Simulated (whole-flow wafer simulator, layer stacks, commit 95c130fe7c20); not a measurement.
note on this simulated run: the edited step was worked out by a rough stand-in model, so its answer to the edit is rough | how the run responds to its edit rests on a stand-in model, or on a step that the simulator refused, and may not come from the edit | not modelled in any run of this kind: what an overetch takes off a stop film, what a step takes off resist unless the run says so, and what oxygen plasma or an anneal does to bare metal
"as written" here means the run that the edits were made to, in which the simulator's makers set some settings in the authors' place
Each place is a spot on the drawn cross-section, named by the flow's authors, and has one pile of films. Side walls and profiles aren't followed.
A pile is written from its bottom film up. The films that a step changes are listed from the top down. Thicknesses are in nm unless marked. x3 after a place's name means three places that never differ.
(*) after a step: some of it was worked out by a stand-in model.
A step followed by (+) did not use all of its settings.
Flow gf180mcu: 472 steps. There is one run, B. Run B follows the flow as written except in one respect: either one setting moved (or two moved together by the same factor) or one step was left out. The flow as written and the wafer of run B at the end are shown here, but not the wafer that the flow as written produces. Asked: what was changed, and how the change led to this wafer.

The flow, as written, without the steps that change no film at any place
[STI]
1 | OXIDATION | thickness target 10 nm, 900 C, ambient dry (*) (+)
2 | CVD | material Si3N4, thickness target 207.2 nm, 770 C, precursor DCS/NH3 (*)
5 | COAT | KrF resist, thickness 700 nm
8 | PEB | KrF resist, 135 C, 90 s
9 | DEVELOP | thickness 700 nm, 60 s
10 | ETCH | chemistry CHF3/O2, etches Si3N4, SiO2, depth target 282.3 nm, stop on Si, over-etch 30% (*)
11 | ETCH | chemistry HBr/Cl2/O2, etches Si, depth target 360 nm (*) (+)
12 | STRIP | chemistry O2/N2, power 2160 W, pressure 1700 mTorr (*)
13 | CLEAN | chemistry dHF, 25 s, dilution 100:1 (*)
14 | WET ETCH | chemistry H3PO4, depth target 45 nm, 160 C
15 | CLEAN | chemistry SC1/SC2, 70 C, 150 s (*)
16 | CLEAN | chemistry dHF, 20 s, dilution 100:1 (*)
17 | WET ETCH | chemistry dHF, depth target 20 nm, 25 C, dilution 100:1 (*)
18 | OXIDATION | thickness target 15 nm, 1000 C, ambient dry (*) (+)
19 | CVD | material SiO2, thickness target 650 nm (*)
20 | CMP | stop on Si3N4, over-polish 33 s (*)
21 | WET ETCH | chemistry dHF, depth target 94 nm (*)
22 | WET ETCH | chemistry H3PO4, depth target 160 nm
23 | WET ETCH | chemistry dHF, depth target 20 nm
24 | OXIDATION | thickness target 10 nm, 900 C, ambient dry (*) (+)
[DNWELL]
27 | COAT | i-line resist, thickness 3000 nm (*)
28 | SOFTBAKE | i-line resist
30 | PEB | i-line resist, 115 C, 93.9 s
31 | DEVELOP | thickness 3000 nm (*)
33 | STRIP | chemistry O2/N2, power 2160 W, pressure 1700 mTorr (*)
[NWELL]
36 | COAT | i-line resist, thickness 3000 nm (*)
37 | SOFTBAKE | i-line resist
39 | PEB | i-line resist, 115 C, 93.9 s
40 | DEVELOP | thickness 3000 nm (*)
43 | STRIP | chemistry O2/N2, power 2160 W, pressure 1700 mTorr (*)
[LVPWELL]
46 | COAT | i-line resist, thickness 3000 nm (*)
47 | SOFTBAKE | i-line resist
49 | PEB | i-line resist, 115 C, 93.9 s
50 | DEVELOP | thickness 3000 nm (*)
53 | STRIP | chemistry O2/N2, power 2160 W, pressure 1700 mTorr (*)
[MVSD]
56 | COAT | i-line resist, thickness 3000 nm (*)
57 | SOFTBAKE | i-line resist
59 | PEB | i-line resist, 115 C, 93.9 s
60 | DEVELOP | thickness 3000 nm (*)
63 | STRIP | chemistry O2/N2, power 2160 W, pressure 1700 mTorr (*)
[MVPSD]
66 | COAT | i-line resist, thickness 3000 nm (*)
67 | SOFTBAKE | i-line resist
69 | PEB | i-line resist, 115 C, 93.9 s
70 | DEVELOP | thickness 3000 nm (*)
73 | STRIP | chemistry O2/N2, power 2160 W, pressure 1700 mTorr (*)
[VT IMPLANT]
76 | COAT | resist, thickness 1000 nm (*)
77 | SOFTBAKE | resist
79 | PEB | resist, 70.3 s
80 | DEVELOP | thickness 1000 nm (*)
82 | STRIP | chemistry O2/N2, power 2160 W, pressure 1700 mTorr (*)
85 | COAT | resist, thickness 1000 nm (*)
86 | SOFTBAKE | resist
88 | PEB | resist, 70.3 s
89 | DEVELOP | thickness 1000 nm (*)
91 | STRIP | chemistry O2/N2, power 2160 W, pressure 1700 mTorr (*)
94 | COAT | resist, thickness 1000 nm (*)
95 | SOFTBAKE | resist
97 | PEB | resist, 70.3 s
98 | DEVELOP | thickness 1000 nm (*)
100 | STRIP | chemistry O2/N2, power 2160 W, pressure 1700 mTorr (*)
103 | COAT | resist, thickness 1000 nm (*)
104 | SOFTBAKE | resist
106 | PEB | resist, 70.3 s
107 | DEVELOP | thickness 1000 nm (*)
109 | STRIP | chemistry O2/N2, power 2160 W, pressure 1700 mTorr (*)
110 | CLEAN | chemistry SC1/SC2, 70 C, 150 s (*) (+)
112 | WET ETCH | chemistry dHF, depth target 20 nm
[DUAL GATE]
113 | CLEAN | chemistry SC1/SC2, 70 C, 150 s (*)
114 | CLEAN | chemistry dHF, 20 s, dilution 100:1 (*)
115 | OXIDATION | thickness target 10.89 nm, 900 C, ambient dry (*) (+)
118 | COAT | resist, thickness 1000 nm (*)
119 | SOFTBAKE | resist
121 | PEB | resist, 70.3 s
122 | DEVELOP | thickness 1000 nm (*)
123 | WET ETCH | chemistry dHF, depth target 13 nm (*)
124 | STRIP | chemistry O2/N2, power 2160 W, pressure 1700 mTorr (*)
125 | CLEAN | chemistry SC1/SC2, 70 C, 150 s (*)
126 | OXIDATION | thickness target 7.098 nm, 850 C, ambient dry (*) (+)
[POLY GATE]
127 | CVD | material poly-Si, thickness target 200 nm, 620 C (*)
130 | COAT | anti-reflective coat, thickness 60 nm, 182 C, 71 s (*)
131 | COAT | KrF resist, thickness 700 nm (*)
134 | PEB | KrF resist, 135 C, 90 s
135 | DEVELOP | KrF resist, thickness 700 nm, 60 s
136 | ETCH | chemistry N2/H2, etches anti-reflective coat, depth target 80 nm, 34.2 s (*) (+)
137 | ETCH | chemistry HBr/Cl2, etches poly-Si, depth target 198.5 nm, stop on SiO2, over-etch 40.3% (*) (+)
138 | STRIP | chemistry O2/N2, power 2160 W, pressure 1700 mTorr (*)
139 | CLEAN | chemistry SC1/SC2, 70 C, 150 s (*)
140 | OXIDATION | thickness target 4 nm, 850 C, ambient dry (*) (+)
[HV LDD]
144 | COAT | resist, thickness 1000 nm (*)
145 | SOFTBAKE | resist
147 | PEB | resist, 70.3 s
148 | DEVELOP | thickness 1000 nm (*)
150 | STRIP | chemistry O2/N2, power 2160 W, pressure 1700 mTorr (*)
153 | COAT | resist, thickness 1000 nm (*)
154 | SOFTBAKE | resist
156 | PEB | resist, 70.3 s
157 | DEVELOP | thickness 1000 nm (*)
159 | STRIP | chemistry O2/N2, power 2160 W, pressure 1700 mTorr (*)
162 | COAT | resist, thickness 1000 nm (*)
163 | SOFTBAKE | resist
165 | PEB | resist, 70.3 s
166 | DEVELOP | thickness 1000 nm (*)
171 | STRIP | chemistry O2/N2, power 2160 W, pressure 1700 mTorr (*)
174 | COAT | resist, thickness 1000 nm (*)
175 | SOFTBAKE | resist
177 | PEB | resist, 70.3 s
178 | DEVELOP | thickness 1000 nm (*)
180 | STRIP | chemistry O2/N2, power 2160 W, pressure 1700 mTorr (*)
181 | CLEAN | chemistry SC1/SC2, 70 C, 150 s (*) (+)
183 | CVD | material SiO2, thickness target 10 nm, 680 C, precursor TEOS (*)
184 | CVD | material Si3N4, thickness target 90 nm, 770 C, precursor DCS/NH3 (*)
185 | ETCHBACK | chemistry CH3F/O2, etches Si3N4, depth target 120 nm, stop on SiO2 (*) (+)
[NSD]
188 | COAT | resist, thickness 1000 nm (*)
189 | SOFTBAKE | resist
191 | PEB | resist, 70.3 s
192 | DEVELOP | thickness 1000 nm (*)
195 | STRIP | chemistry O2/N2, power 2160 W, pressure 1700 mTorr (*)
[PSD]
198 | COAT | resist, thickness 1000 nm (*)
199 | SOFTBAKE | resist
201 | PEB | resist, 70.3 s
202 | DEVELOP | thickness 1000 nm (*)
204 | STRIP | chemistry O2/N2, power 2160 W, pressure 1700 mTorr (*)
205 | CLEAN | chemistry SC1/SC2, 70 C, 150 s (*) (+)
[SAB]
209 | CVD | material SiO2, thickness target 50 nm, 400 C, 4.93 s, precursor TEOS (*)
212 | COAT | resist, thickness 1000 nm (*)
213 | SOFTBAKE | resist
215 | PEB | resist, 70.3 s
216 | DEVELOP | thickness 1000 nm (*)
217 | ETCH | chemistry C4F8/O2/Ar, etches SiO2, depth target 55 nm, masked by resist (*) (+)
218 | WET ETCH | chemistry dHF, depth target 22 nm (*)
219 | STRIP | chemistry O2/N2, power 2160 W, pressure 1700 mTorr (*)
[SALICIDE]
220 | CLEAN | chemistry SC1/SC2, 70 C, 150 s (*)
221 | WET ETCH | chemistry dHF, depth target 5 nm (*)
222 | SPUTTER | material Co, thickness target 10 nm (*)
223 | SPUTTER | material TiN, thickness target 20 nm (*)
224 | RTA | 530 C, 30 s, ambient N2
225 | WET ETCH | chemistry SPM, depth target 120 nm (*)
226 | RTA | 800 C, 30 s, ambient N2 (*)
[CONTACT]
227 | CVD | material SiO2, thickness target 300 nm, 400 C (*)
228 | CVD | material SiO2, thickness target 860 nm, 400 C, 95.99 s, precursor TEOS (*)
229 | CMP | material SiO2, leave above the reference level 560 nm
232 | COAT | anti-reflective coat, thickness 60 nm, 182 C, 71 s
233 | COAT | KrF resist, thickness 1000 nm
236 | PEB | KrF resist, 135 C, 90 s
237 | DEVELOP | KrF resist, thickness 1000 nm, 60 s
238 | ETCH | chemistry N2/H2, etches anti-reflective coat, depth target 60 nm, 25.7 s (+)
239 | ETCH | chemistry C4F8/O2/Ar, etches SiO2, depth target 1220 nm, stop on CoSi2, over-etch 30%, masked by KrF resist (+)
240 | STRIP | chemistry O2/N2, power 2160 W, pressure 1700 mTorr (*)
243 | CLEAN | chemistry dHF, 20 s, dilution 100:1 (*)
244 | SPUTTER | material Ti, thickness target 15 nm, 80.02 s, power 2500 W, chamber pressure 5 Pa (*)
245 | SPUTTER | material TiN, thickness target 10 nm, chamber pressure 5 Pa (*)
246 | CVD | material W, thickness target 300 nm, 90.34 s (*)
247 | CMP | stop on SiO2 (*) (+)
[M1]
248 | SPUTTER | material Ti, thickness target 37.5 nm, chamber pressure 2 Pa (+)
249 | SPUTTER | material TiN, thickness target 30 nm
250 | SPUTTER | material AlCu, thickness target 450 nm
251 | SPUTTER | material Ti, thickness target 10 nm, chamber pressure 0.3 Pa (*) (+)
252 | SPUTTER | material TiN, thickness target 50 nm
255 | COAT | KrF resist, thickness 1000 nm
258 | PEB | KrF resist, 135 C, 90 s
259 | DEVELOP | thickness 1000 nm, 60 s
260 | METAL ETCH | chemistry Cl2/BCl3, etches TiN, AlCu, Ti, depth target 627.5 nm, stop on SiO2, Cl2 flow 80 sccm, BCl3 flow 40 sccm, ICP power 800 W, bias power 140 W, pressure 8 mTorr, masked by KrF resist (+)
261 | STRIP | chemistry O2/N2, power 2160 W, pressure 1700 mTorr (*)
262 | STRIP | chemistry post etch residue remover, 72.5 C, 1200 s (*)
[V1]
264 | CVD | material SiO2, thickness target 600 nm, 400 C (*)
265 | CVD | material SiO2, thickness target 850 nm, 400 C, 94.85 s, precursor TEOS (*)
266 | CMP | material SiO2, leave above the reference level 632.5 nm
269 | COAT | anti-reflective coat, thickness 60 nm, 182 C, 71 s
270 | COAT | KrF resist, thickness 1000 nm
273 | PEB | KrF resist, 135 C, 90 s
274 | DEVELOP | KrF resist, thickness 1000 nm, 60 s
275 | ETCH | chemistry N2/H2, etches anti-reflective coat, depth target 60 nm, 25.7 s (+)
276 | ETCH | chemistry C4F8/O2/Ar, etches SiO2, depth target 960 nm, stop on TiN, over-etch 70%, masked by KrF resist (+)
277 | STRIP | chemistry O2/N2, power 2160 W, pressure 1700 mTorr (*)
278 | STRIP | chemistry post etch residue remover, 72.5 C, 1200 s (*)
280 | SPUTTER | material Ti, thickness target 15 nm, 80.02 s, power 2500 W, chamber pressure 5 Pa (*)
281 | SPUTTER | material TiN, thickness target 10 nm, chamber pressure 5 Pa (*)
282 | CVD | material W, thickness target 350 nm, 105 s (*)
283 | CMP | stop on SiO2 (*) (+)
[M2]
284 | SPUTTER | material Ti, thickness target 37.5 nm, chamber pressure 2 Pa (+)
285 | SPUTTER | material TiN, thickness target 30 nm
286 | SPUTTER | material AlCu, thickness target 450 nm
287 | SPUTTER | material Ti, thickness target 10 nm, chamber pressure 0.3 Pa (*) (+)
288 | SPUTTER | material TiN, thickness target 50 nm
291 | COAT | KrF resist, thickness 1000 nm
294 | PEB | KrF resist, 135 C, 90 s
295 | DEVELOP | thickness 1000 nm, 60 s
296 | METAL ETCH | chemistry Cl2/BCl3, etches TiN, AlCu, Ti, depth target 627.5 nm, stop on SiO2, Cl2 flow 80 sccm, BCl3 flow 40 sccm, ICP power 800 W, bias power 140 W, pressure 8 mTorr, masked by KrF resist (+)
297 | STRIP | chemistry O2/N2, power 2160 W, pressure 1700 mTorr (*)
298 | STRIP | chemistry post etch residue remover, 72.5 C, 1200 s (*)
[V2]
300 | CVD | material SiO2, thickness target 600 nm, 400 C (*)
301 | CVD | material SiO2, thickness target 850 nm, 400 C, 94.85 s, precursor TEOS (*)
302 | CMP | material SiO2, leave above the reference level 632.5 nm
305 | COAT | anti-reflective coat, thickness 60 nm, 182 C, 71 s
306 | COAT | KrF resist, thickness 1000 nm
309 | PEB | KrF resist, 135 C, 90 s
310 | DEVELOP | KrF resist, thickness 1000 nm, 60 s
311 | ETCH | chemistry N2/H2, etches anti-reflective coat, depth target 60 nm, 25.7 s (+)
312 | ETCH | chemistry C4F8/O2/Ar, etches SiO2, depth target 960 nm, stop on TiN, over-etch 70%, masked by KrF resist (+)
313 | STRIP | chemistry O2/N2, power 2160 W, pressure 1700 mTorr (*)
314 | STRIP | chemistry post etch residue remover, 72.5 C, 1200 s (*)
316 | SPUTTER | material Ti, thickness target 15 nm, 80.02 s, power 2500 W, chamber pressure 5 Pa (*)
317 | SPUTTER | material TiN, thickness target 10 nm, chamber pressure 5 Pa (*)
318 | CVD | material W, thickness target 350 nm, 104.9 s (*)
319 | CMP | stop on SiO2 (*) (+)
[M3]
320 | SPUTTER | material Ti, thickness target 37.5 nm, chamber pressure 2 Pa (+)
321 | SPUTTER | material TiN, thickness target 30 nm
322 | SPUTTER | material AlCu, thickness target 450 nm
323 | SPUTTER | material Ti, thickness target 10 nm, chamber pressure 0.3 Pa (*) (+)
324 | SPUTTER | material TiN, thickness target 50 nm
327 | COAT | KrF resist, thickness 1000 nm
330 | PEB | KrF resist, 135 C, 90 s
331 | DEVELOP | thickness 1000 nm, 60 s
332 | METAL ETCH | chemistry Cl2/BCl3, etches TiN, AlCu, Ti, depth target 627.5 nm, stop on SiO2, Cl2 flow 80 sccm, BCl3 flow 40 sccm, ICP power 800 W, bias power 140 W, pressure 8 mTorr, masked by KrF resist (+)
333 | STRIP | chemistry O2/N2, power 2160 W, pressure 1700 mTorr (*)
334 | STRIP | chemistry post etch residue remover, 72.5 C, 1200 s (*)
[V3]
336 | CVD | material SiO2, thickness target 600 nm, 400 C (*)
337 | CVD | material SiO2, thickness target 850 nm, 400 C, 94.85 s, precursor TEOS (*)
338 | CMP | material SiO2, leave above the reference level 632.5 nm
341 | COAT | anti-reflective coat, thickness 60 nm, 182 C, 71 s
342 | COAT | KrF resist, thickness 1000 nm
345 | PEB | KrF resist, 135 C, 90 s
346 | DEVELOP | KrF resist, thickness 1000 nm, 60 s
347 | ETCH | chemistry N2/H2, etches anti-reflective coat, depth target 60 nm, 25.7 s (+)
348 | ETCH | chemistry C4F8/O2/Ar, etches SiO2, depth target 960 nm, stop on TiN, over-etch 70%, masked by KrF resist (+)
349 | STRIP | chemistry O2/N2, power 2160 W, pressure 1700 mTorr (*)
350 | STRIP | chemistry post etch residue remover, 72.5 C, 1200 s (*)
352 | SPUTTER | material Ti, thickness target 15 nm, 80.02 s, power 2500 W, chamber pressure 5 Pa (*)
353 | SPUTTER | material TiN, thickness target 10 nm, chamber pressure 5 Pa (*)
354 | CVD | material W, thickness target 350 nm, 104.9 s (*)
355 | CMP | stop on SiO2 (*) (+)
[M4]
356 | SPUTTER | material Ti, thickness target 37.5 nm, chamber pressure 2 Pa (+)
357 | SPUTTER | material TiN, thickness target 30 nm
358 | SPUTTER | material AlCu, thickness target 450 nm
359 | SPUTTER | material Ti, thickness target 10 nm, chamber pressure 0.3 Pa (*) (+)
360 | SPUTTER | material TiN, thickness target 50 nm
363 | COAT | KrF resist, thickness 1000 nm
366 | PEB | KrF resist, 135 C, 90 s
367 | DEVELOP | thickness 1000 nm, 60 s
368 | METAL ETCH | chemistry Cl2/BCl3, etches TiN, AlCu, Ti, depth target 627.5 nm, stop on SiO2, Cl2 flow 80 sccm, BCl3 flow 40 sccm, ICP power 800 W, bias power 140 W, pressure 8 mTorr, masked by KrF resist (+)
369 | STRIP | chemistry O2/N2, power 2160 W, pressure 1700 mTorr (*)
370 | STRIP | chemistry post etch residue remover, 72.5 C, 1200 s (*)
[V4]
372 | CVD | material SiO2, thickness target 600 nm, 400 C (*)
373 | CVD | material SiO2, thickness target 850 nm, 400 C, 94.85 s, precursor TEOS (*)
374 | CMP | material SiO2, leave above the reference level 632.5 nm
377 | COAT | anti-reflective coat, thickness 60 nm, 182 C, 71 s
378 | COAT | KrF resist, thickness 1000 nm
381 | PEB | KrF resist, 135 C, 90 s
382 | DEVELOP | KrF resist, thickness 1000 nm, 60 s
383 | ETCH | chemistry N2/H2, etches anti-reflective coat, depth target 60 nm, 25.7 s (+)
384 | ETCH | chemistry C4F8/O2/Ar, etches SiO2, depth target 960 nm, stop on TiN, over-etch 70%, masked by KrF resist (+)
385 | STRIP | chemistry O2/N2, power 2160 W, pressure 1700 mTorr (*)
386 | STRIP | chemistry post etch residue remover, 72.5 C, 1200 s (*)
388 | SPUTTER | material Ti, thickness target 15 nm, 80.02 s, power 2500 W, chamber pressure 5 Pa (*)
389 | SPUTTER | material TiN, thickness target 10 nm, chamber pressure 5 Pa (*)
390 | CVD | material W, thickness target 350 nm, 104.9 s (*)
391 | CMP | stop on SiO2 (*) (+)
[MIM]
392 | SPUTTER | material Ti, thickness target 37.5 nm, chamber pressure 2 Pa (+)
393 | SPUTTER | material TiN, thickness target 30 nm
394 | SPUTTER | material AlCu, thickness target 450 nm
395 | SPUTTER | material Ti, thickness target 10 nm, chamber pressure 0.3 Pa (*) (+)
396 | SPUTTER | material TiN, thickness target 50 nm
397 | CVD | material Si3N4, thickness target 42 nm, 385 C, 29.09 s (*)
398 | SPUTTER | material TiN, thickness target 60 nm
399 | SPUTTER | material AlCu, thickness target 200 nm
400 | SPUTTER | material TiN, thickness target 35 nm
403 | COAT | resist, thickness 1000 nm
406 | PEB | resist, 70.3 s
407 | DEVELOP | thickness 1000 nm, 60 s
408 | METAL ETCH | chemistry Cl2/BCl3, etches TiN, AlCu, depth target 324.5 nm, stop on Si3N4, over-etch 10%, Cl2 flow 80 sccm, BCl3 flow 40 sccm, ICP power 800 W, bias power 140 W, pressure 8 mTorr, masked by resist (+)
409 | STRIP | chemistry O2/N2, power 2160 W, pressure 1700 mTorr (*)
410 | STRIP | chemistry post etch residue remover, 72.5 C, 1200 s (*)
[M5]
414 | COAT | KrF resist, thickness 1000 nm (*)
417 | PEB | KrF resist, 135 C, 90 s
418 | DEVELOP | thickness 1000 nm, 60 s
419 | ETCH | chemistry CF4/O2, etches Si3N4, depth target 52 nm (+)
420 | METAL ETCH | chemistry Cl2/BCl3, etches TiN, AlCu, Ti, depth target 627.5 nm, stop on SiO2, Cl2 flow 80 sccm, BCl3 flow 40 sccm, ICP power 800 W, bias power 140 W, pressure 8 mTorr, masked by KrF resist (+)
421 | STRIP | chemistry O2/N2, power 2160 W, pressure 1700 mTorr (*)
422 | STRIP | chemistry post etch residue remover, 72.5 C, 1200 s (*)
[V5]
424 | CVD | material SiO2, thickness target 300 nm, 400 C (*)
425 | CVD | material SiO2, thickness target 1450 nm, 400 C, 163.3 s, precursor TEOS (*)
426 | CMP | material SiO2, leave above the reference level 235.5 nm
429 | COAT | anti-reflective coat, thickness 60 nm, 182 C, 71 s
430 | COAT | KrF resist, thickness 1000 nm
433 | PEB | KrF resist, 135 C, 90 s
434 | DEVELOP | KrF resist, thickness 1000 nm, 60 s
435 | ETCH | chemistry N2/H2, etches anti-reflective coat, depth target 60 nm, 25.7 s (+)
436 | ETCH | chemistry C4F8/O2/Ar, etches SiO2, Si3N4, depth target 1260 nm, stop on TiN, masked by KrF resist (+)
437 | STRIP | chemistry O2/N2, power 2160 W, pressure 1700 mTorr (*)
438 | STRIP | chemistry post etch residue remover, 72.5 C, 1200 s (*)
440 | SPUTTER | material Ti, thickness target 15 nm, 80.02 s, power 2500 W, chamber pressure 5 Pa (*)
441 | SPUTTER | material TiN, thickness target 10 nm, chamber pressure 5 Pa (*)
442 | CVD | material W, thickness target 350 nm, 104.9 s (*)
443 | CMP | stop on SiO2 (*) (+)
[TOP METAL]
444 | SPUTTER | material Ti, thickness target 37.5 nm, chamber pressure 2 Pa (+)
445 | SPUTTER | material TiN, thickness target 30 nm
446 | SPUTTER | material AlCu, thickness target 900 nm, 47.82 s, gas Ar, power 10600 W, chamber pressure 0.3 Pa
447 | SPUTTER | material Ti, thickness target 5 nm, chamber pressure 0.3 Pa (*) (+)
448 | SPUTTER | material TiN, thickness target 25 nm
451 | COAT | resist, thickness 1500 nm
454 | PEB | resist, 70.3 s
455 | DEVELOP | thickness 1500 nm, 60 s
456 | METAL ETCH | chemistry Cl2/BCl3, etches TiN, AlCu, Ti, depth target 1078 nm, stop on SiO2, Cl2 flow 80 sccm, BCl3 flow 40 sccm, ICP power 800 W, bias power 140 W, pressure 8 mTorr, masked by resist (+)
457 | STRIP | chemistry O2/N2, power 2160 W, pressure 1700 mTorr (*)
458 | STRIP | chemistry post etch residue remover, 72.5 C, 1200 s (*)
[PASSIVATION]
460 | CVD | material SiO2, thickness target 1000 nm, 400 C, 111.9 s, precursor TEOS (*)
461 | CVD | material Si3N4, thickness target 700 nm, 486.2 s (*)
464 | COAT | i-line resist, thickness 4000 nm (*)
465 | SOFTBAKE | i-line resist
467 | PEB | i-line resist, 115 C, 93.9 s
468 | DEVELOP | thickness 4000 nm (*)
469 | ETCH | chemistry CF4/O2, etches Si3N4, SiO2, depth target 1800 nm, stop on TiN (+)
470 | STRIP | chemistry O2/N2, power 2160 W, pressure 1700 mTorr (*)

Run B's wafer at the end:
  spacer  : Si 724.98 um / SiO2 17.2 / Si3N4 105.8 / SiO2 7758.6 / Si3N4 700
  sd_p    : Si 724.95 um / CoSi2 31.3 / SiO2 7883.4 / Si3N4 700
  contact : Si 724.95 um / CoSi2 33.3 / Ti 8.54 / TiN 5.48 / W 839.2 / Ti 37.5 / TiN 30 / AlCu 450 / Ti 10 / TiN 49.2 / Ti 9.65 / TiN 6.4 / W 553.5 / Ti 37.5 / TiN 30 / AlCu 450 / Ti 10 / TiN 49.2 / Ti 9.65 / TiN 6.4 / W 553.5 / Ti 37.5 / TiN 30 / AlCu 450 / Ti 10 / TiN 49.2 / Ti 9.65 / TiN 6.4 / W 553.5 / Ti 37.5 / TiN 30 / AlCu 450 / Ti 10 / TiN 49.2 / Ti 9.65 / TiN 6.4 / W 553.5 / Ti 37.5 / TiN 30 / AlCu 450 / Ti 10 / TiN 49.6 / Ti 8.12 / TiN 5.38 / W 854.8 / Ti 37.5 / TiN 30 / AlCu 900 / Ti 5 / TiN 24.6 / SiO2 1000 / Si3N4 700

Cause: step 184, CVD: thickness target 110 nm was run, though the flow has thickness target 90 nm.

Step by step, how the change led to this:
  184 | CVD | material Si3N4, thickness target 90 nm, 770 C, precursor DCS/NH3 (*)
      field, field__w1, field__w2 and 101 more: Si3N4 gains 110 (new film) (it would be, as written: Si3N4 gains 90 (new film))
  185 | ETCHBACK | chemistry CH3F/O2, etches Si3N4, depth target 120 nm, stop on SiO2 (*) (+)
      field, field__w1, field__w2 and 100 more: Si3N4 loses 110 (all of it), SiO2 loses 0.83 (it would be, as written: Si3N4 loses 90 (all of it), SiO2 loses 2.5)
  189 | SOFTBAKE | resist
      field__w9: resist loses 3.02 (it would be, as written: resist gains 6.92)
      active_hv: resist loses 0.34 (it would be, as written: resist gains 2.68)
      (and at 3 other places as well)
  199 | SOFTBAKE | resist
      field__w9: resist loses 3.02 (it would be, as written: resist gains 6.92)
      active_hv: resist loses 0.34 (it would be, as written: resist gains 2.68)
      (and at 3 other places as well)
  209 | CVD | material SiO2, thickness target 50 nm, 400 C, 4.93 s, precursor TEOS (*)
      ld_drift_p: SiO2 gains 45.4 (it would be, as written: SiO2 gains 46.7)
      ld_drn_p: SiO2 gains 44.7 (it would be, as written: SiO2 gains 46)
  212 | COAT | resist, thickness 1000 nm (*)
      spacer: resist gains 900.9 (new film) (it would be, as written: resist gains 919.4 (new film))
  213 | SOFTBAKE | resist
      npoly_sal: nothing (it would be, as written: resist loses 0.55)
      field__w5: resist gains 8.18 (it would be, as written: resist gains 7.65)
      (and at 2 other places as well)
  218 | WET ETCH | chemistry dHF, depth target 22 nm (*)
      gate, gate_hv, gate_p and 23 more: SiO2 loses 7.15 (all of it) (it would be, as written: SiO2 loses 5.48 (all of it))
      active, p_well, sd_n, iso_ptap_pw, iso_ntap_nw, iso_ptap_sub, vpnp_e: SiO2 loses 10.7 (all of it) (it would be, as written: SiO2 loses 9.01 (all of it))
      (and at 15 other places as well)
  223 | SPUTTER | material TiN, thickness target 20 nm (*)
      field__w2: TiN gains 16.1 (new film) (it would be, as written: TiN gains 17 (new film))
      field__w3: TiN gains 14.5 (new film) (it would be, as written: TiN gains 15.7 (new film))
      (and at 3 other places as well)
  224 | RTA | 530 C, 30 s, ambient N2
      ld_drn_p: under 1 film: CoSi gains 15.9 (new film), Co loses 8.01 (all of it), Si loses 14.5 (it would be, as written: under 1 film: CoSi gains 16.7 (new film), Co loses 8.4 (all of it), Si loses 15.2)
  225 | WET ETCH | chemistry SPM, depth target 120 nm (*)
      field__w2: TiN loses 16.1 (all of it), Co loses 8.29 (all of it) (it would be, as written: TiN loses 17 (all of it), Co loses 8.65 (all of it))
      field__w3: TiN loses 14.5 (all of it), Co loses 7.57 (all of it) (it would be, as written: TiN loses 15.7 (all of it), Co loses 8.06 (all of it))
      (and at 3 other places as well)
  226 | RTA | 800 C, 30 s, ambient N2 (*)
      ld_sd_n: CoSi2 gains 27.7 (new film), CoSi loses 15.7 (all of it), Si loses 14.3 (it would be, as written: CoSi2 gains 28.3 (new film), CoSi loses 16.1 (all of it), Si loses 14.7)
      ld_drn_n: CoSi2 gains 30.8 (new film), CoSi loses 17.5 (all of it), Si loses 16 (it would be, as written: CoSi2 gains 31.5 (new film), CoSi loses 17.9 (all of it), Si loses 16.4)
      (and at 2 other places as well)
  229 | CMP | material SiO2, leave above the reference level 560 nm
      spacer: SiO2 loses 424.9 (it would be, as written: SiO2 loses 404.9)
